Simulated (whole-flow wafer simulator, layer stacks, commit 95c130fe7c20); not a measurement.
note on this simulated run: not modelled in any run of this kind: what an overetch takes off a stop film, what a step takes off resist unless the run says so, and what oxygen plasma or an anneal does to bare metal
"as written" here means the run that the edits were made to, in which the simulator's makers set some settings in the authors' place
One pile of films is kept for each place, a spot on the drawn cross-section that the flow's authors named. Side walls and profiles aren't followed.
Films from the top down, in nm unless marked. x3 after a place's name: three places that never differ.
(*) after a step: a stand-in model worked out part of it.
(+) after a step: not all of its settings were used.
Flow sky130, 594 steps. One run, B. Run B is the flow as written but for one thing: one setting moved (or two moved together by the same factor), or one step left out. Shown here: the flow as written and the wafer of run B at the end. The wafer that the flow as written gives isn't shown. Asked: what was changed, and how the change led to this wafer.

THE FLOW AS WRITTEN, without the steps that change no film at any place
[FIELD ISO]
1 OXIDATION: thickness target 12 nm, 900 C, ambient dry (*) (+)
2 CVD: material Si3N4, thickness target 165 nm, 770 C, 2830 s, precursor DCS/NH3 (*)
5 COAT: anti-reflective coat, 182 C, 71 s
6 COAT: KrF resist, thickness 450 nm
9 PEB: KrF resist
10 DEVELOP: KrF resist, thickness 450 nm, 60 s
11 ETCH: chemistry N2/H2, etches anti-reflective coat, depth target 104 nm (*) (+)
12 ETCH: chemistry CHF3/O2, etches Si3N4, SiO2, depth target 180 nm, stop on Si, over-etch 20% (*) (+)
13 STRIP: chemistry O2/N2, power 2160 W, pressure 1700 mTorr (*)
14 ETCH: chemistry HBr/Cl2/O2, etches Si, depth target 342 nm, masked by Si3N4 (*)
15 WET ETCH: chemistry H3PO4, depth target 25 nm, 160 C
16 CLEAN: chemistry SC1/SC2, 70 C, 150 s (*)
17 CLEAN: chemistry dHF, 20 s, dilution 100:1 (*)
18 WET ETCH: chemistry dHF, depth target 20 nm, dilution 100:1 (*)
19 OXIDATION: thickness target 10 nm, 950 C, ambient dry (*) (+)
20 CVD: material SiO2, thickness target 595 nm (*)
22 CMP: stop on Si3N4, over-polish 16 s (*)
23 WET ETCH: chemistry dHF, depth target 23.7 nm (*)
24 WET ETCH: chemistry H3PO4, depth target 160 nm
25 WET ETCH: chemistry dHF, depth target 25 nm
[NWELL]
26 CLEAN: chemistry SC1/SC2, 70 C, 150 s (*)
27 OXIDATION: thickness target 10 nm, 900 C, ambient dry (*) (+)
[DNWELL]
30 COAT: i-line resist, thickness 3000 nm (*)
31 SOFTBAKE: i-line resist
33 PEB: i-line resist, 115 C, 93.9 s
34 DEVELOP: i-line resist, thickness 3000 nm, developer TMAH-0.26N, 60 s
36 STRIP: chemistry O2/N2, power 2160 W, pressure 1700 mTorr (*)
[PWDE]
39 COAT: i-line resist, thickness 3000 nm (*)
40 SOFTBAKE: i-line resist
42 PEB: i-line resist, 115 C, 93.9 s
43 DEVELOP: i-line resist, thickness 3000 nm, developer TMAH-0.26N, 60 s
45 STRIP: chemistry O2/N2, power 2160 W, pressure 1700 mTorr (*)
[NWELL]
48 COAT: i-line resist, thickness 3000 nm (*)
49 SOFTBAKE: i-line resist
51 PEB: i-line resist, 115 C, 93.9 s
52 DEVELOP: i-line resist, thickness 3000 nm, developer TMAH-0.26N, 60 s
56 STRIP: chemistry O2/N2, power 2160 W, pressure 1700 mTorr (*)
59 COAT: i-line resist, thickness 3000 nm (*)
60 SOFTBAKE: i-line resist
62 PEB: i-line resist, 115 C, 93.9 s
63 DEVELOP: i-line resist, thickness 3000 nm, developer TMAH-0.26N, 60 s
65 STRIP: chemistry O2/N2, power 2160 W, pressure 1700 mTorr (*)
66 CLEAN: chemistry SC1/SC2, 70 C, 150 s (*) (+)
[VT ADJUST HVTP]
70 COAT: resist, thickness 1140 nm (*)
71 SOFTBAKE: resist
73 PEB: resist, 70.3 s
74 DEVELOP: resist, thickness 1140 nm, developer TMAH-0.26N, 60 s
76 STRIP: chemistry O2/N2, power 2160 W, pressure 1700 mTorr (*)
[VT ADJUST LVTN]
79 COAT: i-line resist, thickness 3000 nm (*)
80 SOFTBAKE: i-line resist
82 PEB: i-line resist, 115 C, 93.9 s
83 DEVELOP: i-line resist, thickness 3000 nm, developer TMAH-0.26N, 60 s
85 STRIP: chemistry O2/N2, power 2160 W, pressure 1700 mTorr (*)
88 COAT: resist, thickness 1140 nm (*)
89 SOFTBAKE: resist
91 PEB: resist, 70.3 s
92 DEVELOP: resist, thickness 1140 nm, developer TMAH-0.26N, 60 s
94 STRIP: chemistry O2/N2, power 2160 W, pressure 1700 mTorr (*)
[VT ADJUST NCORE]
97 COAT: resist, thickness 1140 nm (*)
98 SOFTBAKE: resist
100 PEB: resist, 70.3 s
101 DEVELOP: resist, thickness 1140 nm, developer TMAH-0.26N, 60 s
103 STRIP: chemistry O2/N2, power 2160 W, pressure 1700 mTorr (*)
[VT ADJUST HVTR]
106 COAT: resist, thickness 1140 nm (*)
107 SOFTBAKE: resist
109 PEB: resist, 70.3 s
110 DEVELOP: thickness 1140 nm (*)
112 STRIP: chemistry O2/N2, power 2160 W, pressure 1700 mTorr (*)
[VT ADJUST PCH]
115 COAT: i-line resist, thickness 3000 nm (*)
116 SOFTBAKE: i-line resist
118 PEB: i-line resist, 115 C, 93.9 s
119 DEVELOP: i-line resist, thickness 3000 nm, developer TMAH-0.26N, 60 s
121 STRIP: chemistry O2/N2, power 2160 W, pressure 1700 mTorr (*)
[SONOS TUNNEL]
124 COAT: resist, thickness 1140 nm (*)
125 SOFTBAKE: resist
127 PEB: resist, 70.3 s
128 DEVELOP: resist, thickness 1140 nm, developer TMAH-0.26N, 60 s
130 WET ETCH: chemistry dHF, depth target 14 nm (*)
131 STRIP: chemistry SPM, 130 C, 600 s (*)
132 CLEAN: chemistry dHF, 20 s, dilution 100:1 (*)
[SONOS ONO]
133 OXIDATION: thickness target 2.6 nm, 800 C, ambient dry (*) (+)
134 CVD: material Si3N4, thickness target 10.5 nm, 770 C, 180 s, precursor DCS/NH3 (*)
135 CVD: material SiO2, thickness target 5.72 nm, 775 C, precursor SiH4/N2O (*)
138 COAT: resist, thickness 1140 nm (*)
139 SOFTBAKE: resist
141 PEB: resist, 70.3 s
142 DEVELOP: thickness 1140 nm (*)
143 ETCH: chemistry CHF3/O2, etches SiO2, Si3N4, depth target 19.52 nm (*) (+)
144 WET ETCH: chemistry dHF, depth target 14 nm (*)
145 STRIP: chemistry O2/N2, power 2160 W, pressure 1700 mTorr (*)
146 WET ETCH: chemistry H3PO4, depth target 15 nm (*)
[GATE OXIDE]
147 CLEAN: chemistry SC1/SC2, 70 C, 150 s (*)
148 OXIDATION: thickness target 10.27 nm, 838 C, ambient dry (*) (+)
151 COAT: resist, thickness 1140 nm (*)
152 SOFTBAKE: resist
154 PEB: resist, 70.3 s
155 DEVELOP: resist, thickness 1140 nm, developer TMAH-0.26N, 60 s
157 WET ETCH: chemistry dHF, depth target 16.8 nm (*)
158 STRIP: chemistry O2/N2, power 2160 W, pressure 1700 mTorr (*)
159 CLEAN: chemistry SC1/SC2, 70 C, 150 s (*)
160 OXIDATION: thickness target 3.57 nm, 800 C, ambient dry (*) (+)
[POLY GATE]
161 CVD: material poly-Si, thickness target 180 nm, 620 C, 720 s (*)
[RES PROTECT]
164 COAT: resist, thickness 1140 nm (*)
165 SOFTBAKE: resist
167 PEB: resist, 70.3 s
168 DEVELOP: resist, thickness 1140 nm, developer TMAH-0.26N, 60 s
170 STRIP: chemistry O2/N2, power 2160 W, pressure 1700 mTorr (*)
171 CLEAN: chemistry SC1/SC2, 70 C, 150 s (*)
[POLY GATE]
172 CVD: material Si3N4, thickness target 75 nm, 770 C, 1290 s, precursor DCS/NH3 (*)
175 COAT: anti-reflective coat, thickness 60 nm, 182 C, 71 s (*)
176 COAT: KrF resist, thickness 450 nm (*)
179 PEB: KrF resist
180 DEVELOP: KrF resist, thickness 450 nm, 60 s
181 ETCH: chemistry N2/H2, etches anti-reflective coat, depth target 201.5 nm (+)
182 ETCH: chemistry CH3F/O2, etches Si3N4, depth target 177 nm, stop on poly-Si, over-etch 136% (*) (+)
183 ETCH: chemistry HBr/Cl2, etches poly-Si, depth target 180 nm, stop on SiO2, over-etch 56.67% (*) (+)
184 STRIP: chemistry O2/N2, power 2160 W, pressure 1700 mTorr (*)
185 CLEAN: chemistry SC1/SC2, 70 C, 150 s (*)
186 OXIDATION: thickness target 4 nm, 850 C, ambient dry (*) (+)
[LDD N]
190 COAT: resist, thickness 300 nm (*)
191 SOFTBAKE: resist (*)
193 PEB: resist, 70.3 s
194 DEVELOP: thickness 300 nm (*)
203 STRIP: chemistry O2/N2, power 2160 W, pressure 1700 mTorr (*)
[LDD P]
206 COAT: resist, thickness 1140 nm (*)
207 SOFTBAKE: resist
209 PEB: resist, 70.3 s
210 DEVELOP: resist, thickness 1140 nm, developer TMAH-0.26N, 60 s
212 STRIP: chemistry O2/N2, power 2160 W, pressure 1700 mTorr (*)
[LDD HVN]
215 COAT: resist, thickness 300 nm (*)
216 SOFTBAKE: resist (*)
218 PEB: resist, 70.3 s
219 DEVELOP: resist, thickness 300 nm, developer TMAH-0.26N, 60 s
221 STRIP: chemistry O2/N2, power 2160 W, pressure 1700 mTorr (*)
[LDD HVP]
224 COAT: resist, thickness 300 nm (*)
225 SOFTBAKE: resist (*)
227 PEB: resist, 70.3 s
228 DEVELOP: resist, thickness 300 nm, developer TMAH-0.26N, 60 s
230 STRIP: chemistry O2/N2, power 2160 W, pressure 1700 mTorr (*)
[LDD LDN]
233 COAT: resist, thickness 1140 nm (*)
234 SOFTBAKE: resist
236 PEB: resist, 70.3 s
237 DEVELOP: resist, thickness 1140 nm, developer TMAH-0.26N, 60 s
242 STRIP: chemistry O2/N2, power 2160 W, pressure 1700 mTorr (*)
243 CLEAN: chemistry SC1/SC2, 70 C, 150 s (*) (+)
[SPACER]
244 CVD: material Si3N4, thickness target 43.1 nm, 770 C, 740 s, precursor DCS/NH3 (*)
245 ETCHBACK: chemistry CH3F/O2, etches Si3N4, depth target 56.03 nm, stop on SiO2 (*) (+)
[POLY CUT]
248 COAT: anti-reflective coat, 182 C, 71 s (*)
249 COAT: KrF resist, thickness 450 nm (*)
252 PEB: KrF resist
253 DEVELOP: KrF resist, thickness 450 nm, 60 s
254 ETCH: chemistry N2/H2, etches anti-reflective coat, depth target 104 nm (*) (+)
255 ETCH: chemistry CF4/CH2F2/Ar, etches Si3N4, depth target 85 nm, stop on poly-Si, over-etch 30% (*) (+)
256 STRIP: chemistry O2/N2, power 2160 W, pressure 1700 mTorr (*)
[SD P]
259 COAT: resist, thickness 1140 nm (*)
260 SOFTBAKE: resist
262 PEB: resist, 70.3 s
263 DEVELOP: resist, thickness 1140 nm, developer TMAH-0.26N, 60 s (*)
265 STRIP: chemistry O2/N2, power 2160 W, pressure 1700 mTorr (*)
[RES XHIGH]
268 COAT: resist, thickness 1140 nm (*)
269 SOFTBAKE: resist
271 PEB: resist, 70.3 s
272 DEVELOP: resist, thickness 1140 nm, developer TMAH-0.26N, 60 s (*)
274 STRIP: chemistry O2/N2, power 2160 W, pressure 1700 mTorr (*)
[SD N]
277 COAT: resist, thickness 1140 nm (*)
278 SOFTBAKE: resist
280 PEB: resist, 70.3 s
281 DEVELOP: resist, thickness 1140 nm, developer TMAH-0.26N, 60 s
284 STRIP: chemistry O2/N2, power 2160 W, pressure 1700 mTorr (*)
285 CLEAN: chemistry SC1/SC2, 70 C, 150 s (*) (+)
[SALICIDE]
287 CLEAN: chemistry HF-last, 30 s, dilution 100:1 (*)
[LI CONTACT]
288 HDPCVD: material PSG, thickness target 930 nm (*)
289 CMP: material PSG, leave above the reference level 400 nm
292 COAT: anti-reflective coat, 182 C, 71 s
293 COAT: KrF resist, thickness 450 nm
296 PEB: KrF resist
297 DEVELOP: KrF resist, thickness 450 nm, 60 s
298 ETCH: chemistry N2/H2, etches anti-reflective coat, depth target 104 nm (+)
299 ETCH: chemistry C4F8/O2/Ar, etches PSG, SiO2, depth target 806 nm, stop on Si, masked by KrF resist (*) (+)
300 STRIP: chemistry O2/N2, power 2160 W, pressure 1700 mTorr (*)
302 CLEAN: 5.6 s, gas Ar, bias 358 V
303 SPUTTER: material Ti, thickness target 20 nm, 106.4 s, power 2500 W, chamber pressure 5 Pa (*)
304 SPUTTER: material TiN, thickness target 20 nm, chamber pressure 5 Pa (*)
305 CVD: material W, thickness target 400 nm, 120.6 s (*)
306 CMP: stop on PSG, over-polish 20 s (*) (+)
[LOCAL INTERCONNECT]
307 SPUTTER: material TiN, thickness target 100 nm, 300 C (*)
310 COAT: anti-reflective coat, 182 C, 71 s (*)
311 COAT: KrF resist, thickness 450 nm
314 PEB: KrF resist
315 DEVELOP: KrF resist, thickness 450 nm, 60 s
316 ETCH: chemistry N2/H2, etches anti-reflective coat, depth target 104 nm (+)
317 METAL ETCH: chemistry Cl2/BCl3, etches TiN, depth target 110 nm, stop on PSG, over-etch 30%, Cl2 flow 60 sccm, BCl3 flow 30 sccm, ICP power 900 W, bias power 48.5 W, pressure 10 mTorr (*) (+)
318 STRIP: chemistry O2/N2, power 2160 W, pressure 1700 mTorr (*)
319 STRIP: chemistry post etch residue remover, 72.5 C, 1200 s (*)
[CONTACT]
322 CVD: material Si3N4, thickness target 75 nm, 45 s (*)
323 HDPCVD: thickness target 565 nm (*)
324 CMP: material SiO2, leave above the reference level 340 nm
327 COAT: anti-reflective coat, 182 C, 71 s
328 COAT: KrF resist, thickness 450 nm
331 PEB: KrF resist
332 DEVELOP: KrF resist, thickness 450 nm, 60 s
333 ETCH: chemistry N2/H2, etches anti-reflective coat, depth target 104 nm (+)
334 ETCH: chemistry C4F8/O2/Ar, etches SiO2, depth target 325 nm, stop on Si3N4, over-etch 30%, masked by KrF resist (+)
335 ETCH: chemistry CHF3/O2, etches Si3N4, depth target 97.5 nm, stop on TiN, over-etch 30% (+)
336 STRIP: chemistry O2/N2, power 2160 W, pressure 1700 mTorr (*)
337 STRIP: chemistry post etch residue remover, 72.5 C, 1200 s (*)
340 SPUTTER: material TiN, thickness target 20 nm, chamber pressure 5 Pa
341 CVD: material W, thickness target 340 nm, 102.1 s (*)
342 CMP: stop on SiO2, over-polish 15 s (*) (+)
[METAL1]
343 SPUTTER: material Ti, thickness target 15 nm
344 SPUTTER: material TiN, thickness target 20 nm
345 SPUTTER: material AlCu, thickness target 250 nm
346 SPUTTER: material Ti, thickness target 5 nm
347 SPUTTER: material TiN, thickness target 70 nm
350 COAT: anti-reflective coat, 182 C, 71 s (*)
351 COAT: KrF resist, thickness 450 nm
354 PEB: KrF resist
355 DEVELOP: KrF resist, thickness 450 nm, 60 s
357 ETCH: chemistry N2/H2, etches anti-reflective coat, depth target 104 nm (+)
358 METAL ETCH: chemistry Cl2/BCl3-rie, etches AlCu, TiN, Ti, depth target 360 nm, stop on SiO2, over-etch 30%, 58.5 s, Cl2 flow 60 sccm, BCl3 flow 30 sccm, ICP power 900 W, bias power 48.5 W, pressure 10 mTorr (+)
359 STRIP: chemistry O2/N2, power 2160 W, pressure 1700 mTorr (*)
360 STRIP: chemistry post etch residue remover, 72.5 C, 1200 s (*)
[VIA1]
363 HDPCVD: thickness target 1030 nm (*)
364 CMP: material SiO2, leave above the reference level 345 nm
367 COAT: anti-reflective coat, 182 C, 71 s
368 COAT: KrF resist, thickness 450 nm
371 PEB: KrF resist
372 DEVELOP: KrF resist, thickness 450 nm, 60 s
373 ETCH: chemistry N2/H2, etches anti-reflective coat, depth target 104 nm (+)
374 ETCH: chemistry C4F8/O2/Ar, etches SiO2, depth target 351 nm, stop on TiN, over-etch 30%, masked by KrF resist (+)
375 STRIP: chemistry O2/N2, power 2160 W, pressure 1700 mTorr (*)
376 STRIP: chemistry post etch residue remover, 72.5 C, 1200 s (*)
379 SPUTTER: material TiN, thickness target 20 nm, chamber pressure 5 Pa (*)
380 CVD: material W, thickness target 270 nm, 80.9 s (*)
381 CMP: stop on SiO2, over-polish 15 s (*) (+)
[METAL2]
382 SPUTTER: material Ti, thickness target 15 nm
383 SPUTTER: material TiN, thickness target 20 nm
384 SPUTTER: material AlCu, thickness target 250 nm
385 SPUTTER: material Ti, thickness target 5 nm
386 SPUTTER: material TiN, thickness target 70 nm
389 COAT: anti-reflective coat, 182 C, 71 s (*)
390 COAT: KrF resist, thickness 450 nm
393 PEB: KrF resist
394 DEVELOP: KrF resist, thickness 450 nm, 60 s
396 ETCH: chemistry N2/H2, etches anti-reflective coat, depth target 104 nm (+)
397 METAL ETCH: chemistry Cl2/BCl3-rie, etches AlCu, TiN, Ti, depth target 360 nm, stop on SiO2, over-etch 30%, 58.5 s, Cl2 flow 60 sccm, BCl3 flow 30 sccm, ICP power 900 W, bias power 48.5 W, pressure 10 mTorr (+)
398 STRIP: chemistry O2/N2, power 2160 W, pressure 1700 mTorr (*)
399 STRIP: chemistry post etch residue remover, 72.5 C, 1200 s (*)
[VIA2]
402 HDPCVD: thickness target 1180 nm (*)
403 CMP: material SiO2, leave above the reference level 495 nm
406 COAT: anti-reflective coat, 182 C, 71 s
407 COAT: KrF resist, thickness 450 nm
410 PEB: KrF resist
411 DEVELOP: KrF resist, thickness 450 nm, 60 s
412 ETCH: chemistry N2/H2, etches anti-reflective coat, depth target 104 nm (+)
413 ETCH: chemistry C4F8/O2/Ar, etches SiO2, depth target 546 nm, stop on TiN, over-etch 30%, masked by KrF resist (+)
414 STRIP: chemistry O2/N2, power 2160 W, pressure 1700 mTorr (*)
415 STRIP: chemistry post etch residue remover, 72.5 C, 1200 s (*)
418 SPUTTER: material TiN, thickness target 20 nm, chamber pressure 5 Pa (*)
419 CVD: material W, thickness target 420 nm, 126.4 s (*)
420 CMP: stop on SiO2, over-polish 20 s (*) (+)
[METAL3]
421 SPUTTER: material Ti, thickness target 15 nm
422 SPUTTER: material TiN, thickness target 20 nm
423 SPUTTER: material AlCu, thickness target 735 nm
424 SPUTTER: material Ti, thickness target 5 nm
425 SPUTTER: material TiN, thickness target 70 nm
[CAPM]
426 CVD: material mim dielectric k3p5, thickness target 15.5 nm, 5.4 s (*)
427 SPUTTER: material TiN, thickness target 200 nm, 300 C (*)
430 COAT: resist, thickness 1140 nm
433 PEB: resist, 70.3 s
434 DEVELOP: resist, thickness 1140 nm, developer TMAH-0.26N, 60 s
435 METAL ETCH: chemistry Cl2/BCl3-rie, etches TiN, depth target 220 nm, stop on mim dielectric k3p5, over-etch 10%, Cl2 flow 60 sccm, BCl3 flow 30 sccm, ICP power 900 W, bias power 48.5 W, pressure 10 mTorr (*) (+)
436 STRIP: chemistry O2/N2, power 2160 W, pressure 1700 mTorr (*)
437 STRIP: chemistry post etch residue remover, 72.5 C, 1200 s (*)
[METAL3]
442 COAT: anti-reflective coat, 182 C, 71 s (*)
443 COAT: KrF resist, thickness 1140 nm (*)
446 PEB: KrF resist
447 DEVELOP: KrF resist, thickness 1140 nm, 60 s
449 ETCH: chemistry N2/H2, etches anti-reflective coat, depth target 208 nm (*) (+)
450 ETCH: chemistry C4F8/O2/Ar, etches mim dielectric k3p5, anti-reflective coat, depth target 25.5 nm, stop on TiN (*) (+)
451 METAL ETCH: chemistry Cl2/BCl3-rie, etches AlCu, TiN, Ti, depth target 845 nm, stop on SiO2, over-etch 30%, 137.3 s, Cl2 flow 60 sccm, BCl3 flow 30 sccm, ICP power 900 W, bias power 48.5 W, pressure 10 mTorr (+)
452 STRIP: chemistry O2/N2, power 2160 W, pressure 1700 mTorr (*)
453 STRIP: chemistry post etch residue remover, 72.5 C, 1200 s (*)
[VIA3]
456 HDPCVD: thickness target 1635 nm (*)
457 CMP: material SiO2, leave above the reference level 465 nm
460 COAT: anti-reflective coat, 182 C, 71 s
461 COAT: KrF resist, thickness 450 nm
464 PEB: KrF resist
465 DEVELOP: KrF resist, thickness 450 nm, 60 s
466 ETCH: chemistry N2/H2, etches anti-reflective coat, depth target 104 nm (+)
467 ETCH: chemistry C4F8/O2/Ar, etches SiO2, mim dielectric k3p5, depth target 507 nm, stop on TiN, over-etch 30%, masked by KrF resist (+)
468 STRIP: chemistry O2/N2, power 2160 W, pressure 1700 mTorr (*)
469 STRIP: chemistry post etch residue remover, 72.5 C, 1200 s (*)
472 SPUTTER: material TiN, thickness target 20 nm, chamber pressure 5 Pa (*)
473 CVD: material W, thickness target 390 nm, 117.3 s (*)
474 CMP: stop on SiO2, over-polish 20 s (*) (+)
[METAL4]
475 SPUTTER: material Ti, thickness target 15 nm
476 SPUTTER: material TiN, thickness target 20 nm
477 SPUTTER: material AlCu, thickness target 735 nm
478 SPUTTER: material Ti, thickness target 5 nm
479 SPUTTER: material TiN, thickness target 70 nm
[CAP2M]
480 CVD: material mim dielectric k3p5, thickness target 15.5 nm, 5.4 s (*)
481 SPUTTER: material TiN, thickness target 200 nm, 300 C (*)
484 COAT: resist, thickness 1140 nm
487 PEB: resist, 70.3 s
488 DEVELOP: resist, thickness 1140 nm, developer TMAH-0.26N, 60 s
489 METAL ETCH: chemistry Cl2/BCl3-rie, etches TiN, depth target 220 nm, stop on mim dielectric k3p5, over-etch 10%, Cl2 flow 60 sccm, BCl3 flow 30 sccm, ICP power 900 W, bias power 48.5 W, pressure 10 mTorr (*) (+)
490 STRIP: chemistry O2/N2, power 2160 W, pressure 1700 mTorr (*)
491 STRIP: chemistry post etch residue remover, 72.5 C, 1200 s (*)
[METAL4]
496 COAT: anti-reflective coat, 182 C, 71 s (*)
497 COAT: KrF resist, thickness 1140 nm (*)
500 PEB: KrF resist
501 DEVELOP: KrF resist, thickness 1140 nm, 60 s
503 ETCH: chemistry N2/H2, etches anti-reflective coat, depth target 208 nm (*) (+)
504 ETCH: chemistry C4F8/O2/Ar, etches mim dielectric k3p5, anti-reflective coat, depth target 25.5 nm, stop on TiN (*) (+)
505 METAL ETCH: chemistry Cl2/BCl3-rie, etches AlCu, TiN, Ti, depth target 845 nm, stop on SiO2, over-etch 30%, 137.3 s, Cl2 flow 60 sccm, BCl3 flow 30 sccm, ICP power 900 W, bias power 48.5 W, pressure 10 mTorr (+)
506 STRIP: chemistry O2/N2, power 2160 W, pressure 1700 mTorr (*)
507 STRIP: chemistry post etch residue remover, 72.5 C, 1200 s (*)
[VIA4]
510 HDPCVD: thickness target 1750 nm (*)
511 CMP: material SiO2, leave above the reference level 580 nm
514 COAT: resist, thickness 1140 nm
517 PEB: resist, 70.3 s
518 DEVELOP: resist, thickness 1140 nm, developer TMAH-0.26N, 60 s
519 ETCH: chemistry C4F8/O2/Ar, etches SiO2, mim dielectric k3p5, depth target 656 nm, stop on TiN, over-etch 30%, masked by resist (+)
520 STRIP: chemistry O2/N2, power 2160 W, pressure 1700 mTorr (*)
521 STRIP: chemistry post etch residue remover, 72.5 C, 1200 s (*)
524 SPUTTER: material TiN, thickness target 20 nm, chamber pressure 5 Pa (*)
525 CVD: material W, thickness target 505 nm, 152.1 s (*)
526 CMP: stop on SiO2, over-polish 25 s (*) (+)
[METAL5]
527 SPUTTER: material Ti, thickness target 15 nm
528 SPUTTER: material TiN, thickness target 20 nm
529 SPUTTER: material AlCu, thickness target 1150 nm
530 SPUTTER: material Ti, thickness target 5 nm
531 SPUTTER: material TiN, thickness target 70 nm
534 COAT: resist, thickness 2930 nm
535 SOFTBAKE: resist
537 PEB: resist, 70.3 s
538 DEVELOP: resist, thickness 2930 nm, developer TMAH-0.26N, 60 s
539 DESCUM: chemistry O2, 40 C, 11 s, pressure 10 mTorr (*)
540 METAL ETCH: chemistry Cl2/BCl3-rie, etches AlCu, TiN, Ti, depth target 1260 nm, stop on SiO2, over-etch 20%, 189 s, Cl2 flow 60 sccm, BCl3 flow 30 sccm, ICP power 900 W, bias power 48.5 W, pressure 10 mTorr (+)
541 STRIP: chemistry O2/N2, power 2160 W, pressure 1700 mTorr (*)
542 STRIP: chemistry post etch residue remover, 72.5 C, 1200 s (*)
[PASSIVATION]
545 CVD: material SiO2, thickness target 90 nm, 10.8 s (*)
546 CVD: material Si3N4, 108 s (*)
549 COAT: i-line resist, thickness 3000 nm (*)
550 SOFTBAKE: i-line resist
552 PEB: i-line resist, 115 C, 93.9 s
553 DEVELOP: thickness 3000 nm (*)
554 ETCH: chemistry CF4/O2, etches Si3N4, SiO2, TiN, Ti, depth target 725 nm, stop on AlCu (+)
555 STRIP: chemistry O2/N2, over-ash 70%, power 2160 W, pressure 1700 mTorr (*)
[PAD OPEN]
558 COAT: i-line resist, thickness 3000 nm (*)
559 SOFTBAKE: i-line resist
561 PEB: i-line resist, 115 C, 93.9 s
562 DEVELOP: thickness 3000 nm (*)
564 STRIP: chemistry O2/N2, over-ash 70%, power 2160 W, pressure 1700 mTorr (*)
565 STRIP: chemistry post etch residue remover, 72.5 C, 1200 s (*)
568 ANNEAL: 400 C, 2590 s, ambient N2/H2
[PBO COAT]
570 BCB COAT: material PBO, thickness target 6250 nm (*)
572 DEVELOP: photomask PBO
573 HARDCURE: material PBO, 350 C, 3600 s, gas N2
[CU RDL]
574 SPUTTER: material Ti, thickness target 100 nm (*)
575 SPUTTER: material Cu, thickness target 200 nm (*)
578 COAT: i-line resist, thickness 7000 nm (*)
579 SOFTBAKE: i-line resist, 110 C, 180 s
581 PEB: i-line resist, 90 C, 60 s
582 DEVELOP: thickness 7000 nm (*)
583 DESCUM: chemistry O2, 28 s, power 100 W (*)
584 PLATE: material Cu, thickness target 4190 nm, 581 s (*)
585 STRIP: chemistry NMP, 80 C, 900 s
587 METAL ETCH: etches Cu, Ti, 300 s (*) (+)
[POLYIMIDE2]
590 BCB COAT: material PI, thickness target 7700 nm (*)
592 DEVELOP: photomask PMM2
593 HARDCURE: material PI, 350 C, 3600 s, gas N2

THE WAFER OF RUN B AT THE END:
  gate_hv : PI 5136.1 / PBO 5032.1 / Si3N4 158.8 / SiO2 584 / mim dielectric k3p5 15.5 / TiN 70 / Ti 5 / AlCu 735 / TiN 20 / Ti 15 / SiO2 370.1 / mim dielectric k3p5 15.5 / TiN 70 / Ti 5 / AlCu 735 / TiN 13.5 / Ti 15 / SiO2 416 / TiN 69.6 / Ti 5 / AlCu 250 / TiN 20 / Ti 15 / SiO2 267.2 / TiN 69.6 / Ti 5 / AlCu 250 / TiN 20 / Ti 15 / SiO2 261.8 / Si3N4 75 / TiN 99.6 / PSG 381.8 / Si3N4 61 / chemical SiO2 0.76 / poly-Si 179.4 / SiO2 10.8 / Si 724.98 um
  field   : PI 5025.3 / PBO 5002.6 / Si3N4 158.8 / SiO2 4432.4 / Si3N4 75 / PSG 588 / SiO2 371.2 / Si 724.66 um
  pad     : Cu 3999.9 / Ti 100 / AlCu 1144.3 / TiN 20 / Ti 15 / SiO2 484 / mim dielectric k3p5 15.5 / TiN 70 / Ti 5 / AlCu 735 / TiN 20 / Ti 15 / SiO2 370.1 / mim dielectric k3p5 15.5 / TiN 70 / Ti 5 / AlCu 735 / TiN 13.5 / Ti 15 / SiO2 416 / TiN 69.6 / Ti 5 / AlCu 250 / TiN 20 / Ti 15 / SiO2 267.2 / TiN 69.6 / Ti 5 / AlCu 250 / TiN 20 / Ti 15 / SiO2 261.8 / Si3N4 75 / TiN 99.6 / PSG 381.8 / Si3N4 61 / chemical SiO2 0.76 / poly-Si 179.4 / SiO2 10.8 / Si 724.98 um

The cause: step 422, SPUTTER: thickness target 13.5 nm was run, where the flow has thickness target 20 nm.
It can be read off the wafer: gate_hv has TiN 13.5, and step 422 as written asks for 20 nm.

How the change led to this, step by step:
  422 SPUTTER: material TiN, thickness target 20 nm
      field, active, n_well and 188 more: TiN +13.5 (new film) (as written it would be: TiN +20 (new film))
  451 METAL ETCH: chemistry Cl2/BCl3-rie, etches AlCu, TiN, Ti, depth target 845 nm, stop on SiO2, over-etch 30%, 137.3 s, Cl2 flow 60 sccm, BCl3 flow 30 sccm, ICP power 900 W, bias power 48.5 W, pressure 10 mTorr (+)
      field, gate, spacer and 68 more: TiN -70 (all of it), Ti -5 (all of it), AlCu -735 (all of it), TiN -13.5 (all of it), Ti -15 (all of it), SiO2 -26 (as written it would be: TiN -70 (all of it), Ti -5 (all of it), AlCu -735 (all of it), TiN -20 (all of it), Ti -15 (all of it), SiO2 -25.4)
      active, vpp_ln, vpp_iso2 and 11 more: TiN -70 (all of it), Ti -5 (all of it), AlCu -735 (all of it), TiN -13.5 (all of it), Ti -15 (all of it), SiO2 -26 (as written it would be: TiN -70 (all of it), Ti -5 (all of it), AlCu -735 (all of it), TiN -20 (all of it), Ti -15 (all of it), SiO2 -25.3)
